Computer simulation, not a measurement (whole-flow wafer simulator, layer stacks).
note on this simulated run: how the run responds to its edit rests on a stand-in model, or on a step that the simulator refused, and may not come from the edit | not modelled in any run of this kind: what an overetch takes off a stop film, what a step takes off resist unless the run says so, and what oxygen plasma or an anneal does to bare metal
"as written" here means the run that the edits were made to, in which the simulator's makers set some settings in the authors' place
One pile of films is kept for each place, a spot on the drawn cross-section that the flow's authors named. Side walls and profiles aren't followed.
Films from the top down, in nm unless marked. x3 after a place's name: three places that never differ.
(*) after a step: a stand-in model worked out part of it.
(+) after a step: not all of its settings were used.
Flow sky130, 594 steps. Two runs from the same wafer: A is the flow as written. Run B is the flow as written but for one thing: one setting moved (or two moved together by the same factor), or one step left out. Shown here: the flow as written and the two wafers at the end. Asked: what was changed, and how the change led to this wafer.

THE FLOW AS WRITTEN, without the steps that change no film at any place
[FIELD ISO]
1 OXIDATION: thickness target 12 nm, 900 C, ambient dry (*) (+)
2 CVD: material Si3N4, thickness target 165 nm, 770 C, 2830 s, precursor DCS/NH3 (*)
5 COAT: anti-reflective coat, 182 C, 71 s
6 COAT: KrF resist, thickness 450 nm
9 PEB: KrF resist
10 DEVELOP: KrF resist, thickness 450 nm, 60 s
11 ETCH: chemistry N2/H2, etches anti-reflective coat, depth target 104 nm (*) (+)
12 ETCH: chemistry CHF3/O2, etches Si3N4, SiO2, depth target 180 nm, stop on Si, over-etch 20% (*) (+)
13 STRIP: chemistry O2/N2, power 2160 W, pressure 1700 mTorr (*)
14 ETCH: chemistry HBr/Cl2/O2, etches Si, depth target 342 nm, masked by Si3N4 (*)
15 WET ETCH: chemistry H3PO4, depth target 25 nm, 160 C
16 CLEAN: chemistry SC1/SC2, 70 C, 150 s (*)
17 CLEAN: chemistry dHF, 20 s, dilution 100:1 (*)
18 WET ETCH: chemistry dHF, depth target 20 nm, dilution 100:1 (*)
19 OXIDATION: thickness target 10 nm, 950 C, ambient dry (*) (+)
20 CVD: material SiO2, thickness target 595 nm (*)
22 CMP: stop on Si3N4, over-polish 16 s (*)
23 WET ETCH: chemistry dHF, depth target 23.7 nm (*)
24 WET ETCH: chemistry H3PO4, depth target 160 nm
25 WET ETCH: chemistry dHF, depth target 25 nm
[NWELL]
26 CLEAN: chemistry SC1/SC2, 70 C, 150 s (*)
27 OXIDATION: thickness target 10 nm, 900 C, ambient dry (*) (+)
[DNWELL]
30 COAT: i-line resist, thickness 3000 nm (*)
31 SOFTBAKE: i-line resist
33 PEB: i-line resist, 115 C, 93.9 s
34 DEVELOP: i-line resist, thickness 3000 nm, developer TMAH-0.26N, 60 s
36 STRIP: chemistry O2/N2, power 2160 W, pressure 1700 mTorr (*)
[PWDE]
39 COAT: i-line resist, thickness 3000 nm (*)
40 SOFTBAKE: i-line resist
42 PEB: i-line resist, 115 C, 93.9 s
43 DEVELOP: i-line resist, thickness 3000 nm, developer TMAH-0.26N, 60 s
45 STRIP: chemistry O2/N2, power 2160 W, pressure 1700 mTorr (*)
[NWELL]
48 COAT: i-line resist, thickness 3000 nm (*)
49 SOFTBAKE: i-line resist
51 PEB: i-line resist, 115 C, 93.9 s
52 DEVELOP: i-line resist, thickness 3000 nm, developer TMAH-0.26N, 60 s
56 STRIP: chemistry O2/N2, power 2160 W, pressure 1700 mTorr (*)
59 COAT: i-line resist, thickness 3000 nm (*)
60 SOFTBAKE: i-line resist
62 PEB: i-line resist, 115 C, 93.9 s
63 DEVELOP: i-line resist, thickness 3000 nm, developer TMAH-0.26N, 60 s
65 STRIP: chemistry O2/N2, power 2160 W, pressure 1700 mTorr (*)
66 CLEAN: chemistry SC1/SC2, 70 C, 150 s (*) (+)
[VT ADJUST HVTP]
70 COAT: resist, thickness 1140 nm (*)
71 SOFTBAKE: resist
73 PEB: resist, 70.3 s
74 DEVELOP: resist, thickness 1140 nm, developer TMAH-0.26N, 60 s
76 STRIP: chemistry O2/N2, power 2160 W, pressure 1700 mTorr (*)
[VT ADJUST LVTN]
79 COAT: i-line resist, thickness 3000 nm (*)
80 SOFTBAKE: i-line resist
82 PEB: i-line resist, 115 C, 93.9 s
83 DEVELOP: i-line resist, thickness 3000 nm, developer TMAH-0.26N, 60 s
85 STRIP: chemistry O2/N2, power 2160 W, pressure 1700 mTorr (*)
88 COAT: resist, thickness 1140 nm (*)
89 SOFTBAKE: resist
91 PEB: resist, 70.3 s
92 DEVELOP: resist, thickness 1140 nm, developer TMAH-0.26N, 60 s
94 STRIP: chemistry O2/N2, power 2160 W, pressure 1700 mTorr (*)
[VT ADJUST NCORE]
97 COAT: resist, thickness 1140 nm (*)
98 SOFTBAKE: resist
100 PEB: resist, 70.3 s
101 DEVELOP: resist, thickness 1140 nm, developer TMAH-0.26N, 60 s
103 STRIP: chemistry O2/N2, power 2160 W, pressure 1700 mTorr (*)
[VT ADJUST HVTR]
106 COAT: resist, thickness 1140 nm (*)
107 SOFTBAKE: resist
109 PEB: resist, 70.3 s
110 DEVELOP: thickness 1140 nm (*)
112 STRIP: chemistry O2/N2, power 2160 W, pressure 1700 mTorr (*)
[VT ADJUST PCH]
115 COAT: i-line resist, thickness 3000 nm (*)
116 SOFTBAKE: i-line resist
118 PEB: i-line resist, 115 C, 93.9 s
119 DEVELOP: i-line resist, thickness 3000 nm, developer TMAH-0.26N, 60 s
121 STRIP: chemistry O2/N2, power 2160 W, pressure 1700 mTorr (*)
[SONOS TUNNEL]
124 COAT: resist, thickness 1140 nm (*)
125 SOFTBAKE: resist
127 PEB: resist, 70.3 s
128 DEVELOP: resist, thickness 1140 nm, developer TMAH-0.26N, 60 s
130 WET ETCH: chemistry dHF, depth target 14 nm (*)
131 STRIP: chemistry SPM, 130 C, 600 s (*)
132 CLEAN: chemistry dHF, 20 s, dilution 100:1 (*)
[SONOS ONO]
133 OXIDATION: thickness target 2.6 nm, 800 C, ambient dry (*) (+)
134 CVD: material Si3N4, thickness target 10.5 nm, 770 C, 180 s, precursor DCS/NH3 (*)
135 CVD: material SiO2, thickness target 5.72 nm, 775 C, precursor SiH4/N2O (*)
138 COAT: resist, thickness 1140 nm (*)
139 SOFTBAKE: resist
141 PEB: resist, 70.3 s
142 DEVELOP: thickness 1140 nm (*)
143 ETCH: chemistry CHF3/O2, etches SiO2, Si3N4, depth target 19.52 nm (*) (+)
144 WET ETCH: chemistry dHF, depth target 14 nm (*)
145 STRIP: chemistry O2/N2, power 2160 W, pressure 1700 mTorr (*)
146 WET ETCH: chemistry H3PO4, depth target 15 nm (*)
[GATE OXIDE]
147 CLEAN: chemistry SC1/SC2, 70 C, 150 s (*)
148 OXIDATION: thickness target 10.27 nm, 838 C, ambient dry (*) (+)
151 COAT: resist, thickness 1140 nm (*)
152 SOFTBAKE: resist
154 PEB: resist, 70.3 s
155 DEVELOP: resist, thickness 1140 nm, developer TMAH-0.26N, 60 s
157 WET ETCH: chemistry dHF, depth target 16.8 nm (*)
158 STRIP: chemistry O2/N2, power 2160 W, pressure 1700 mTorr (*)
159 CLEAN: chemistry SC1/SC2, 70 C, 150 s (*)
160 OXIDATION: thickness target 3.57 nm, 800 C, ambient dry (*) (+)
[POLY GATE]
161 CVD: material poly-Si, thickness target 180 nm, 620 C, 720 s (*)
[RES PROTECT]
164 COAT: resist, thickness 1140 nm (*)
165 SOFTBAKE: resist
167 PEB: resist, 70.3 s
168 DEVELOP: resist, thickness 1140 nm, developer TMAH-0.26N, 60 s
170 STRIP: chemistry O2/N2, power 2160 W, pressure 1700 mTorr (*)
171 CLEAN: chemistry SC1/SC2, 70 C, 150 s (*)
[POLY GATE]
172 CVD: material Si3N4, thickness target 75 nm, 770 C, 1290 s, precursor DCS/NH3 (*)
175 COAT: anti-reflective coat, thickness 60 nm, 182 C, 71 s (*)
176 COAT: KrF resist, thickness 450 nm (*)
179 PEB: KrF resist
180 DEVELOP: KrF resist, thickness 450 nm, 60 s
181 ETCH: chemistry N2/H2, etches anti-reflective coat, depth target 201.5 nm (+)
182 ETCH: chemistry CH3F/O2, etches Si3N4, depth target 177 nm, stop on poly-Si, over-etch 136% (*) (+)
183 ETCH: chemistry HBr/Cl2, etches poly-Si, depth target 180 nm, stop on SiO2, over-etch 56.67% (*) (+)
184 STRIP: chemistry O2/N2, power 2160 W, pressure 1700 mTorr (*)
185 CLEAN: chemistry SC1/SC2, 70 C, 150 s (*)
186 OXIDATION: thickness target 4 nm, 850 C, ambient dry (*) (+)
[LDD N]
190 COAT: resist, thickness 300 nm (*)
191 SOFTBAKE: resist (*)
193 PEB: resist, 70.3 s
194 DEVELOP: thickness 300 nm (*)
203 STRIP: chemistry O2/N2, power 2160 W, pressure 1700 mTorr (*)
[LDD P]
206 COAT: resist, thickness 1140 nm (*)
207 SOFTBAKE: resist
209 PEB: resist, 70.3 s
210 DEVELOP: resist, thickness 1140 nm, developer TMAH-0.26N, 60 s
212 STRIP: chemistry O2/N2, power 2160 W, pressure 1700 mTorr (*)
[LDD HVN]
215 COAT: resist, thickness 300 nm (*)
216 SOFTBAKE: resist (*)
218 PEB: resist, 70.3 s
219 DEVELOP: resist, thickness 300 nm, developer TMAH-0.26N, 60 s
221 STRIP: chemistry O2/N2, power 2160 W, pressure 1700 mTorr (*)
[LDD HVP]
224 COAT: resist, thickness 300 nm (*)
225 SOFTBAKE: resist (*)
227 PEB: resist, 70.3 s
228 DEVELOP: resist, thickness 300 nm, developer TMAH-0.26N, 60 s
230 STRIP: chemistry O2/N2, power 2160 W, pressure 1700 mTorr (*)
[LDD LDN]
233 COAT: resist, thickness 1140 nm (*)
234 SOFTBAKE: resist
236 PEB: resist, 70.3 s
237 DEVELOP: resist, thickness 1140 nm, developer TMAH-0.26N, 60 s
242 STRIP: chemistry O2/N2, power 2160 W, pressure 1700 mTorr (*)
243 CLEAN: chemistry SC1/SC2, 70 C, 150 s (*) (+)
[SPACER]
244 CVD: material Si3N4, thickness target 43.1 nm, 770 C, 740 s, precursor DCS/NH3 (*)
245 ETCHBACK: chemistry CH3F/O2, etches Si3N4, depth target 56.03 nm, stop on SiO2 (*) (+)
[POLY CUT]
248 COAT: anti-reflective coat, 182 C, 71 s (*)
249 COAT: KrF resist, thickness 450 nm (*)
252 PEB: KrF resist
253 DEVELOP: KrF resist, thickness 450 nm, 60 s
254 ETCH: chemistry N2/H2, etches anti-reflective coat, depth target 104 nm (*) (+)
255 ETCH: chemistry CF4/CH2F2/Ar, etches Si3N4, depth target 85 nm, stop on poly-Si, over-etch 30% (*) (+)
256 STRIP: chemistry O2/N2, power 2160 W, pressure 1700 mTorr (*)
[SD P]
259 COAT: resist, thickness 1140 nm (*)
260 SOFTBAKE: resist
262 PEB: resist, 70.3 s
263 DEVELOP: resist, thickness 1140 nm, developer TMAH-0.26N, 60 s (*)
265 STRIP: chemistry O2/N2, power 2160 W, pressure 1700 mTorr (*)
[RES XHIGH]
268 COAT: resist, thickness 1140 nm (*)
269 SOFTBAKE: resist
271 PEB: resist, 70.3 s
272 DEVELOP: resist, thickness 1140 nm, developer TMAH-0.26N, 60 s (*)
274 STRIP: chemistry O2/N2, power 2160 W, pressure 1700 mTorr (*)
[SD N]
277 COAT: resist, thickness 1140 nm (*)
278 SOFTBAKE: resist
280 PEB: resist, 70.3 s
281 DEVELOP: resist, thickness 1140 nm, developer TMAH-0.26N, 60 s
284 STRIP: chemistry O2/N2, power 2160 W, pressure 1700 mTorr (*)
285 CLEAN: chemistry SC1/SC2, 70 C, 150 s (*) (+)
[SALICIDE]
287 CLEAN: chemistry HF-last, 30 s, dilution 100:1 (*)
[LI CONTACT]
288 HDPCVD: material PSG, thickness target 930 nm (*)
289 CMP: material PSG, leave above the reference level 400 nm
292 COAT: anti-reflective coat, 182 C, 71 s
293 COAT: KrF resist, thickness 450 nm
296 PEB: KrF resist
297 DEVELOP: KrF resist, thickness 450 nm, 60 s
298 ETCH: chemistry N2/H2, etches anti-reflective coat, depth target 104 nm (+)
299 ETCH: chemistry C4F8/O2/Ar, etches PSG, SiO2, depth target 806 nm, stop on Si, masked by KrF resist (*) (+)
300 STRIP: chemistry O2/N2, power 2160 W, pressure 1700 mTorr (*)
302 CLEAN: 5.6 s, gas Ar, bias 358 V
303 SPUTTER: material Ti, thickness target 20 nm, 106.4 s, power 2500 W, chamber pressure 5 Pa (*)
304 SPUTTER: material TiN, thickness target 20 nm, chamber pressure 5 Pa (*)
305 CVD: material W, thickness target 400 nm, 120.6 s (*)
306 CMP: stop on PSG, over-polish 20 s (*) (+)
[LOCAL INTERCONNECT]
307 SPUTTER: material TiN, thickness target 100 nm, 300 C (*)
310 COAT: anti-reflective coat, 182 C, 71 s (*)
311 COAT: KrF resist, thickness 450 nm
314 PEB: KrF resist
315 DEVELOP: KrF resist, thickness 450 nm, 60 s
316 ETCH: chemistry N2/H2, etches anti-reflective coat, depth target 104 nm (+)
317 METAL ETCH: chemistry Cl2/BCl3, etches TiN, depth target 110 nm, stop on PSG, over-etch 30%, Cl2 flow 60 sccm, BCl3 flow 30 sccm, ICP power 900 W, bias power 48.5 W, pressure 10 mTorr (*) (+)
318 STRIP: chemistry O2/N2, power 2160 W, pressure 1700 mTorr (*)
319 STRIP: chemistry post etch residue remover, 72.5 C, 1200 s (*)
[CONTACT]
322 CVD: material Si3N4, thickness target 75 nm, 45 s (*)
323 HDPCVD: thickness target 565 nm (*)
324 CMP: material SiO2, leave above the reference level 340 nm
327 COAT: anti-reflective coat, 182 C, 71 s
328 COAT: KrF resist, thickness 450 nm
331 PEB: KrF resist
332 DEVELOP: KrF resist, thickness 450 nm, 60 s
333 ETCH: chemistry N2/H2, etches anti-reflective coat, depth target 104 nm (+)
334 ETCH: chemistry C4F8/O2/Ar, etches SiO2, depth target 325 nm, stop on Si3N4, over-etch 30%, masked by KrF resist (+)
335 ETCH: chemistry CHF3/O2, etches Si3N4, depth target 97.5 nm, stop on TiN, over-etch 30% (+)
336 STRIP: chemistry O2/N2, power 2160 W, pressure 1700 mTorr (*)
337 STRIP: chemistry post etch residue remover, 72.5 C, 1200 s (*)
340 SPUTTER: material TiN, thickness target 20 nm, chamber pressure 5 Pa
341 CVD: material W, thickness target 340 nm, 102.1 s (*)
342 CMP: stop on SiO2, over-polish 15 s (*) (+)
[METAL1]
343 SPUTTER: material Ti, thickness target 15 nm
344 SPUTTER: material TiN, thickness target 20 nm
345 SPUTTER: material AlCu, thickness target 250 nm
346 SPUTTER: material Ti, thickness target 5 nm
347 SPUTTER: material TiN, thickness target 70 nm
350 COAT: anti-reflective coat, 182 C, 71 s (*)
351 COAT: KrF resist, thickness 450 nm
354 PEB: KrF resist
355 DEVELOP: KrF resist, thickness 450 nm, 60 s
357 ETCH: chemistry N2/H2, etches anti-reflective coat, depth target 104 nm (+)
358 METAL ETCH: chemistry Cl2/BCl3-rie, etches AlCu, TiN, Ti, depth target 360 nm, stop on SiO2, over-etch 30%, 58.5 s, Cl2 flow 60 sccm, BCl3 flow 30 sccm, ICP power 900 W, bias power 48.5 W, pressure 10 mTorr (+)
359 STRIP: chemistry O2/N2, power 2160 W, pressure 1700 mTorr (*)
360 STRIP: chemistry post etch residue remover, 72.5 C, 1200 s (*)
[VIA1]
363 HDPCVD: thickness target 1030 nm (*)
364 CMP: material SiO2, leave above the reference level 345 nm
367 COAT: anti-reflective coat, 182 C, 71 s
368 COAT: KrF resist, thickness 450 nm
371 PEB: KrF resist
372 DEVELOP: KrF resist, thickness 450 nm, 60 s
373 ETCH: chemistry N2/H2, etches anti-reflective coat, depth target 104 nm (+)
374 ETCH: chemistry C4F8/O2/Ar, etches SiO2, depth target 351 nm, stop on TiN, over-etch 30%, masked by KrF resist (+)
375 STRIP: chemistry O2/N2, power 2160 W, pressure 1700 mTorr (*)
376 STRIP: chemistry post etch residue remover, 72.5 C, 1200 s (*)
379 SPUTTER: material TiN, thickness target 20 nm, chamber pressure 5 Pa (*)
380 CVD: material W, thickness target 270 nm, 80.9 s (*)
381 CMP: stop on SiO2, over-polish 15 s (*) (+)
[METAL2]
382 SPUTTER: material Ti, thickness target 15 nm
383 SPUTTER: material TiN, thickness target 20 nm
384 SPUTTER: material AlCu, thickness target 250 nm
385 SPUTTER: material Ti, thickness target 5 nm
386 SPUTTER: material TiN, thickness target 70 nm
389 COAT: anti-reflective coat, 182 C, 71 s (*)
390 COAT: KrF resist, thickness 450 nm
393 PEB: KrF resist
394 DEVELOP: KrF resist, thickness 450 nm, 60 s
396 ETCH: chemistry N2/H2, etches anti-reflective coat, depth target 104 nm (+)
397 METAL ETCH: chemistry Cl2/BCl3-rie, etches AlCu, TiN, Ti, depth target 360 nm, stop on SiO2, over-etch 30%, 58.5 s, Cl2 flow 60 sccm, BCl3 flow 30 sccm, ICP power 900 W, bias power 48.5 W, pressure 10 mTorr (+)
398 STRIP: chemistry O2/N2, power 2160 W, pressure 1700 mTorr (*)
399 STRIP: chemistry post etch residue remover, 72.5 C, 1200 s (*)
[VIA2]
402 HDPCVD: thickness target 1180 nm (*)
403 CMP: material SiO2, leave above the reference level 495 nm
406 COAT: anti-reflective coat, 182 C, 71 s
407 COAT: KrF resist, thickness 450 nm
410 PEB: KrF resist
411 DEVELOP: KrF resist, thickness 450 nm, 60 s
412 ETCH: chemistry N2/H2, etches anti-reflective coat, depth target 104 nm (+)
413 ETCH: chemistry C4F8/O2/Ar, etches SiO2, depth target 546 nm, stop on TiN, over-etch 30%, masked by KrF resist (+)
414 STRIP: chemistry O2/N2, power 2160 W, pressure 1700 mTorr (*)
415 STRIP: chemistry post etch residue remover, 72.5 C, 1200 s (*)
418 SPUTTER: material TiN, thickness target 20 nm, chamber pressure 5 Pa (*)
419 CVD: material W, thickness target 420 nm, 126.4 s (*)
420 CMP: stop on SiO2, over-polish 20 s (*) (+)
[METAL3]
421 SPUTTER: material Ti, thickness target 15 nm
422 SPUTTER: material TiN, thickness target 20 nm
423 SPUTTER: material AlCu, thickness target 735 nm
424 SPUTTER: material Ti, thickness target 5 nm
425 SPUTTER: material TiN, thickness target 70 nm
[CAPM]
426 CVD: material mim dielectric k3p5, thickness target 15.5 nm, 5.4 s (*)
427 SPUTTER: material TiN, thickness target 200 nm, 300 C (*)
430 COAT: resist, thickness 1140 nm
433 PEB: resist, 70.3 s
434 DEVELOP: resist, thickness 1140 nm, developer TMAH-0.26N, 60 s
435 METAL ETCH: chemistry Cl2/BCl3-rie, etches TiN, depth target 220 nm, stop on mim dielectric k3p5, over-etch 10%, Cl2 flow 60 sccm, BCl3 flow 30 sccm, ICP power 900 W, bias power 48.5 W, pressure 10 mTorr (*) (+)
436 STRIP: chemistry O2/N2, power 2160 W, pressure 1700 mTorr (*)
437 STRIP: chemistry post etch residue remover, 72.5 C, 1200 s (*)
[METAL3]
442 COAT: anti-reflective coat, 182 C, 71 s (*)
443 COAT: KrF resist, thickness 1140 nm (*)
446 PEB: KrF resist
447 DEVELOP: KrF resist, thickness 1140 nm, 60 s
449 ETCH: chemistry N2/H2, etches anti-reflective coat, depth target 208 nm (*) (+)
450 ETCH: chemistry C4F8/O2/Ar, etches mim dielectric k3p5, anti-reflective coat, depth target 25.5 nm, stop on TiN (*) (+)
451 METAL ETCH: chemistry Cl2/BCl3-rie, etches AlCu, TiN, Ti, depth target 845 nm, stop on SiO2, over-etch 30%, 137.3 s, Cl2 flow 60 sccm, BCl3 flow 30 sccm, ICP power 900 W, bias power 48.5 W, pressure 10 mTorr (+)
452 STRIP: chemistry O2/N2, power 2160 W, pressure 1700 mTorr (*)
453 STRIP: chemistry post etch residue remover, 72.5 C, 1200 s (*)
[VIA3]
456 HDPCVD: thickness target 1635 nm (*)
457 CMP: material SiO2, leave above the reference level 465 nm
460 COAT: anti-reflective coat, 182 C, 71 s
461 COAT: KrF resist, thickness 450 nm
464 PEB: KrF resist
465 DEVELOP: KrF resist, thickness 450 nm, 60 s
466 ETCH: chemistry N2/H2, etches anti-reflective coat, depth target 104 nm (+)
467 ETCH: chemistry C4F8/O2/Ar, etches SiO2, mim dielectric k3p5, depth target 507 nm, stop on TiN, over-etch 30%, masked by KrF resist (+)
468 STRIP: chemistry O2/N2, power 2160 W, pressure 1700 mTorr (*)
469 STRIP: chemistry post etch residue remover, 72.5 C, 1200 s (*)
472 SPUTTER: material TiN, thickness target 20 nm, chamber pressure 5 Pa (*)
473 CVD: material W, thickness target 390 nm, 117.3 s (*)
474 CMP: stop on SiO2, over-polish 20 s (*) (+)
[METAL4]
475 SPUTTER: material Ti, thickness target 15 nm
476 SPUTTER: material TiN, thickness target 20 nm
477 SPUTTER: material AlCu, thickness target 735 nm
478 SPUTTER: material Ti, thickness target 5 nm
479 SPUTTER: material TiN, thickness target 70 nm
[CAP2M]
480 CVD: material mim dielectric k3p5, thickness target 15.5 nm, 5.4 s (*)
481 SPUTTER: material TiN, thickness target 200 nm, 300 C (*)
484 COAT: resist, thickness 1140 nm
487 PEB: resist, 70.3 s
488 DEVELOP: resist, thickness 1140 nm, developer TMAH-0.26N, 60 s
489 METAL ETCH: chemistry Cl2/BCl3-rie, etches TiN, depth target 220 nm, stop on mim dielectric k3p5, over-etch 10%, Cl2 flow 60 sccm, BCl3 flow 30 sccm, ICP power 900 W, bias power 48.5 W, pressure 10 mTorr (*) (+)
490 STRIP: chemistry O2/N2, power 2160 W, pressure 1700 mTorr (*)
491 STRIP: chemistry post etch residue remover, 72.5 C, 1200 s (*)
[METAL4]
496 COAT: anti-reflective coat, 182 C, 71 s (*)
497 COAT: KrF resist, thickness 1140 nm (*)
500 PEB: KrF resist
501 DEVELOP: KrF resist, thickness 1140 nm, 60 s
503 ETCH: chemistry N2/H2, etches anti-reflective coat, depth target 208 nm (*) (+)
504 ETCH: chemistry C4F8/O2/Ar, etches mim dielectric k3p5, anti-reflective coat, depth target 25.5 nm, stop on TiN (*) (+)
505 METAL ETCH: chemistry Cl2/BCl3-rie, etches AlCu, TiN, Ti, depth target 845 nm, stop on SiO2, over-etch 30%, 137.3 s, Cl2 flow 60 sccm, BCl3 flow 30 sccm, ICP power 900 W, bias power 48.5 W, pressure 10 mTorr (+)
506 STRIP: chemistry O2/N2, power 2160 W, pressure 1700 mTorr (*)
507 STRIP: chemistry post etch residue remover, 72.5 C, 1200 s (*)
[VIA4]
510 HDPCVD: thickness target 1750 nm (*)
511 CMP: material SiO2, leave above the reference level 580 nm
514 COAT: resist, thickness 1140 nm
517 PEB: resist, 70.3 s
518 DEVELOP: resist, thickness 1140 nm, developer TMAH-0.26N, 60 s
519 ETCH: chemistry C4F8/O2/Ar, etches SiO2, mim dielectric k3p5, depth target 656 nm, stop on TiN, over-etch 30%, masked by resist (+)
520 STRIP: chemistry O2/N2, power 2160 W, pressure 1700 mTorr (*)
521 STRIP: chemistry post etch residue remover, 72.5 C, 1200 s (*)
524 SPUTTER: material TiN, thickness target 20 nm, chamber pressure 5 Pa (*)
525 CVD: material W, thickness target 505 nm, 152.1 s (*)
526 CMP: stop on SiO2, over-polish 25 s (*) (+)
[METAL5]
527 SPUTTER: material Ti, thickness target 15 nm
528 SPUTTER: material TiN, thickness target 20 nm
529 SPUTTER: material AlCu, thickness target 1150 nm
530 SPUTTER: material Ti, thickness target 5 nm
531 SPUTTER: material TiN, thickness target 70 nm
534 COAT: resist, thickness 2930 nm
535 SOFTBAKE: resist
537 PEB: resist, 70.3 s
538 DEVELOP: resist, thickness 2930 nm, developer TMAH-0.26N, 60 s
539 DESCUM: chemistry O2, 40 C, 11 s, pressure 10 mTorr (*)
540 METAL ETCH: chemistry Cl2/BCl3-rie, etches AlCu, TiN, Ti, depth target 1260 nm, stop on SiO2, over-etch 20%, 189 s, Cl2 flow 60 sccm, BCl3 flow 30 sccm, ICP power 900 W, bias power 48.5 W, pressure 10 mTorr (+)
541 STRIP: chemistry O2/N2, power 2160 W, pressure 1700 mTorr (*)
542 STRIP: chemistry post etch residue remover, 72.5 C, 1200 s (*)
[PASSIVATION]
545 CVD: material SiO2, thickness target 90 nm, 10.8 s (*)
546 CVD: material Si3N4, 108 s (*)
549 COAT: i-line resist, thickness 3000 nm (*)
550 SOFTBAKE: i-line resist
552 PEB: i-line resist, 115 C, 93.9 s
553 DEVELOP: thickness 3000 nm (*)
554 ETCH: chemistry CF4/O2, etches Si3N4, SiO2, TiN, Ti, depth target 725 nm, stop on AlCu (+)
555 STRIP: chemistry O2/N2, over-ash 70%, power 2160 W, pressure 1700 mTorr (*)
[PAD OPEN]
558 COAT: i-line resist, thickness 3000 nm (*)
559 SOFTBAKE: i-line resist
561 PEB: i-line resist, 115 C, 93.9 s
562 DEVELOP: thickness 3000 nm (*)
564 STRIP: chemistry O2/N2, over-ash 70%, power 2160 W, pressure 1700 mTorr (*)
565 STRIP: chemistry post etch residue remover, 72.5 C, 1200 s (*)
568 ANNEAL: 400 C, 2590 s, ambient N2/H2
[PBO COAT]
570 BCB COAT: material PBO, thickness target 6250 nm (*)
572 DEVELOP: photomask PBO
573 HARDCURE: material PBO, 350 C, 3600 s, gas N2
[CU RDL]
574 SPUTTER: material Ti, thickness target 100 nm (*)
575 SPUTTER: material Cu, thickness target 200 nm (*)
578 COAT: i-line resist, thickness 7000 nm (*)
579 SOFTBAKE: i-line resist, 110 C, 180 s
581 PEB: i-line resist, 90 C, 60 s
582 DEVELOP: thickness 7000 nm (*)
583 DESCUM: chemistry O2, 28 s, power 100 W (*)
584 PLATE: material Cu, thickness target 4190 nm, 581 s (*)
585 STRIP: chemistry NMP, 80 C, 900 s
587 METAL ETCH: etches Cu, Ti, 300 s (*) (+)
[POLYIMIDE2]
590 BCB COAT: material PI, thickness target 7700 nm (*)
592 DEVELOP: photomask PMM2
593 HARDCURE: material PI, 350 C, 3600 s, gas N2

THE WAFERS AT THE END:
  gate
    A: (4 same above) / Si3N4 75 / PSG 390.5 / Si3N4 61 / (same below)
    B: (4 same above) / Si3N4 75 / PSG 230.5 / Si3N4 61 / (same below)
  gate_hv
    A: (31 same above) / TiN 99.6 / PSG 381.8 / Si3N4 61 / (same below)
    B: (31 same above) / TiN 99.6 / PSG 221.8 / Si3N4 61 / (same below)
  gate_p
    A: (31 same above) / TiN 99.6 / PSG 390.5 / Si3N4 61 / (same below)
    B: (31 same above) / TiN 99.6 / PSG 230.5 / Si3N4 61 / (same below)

The cause: step 289, CMP: leave above the reference level 240 nm was run, where the flow has leave above the reference level 400 nm.

How the change led to this, step by step:
  289 CMP: material PSG, leave above the reference level 400 nm
      gate, spacer, gate_p and 34 more: A PSG -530 | B PSG -690
      mim, vpp_sp, vpp_ln and 30 more: A PSG -333.9 | B PSG -493.9
      (and at 122 more places)
  299 ETCH: chemistry C4F8/O2/Ar, etches PSG, SiO2, depth target 806 nm, stop on Si, masked by KrF resist (*) (+)
      field, active, n_well and 184 more: A KrF resist -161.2 | B KrF resist -145.4
      contact, ndiff_licon, ndiff_licon_cpp: A PSG -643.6 (all of it), SiO2 -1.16 (all of it) | B PSG -483.6 (all of it), SiO2 -1.16 (all of it)
      (and at 2 more places)
  300 STRIP: chemistry O2/N2, power 2160 W, pressure 1700 mTorr (*)
      field, active, n_well and 184 more: A KrF resist -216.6 (all of it), anti-reflective coat -80 (all of it) | B KrF resist -232.4 (all of it), anti-reflective coat -80 (all of it)
  303 SPUTTER: material Ti, thickness target 20 nm, 106.4 s, power 2500 W, chamber pressure 5 Pa (*)
      ndiff_licon: A Ti +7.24 (new film) | B Ti +9.34 (new film)
      ndiff_licon_cpp: A Ti +6.53 (new film) | B Ti +8.39 (new film)
      (and at 1 more place)
  304 SPUTTER: material TiN, thickness target 20 nm, chamber pressure 5 Pa (*)
      ndiff_licon: A TiN +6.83 (new film) | B TiN +8.91 (new film)
      ndiff_licon_cpp: A TiN +6.17 (new film) | B TiN +8.02 (new film)
      (and at 1 more place)
  305 CVD: material W, thickness target 400 nm, 120.6 s (*)
      ndiff_licon: A W +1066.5 (new film) | B W +902.4 (new film)
      ndiff_licon_cpp: A W +1067.9 (new film) | B W +904.2 (new film)
      (and at 1 more place)
  306 CMP: stop on PSG, over-polish 20 s (*) (+)
      poly_licon: A W -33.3 | B W -193.3
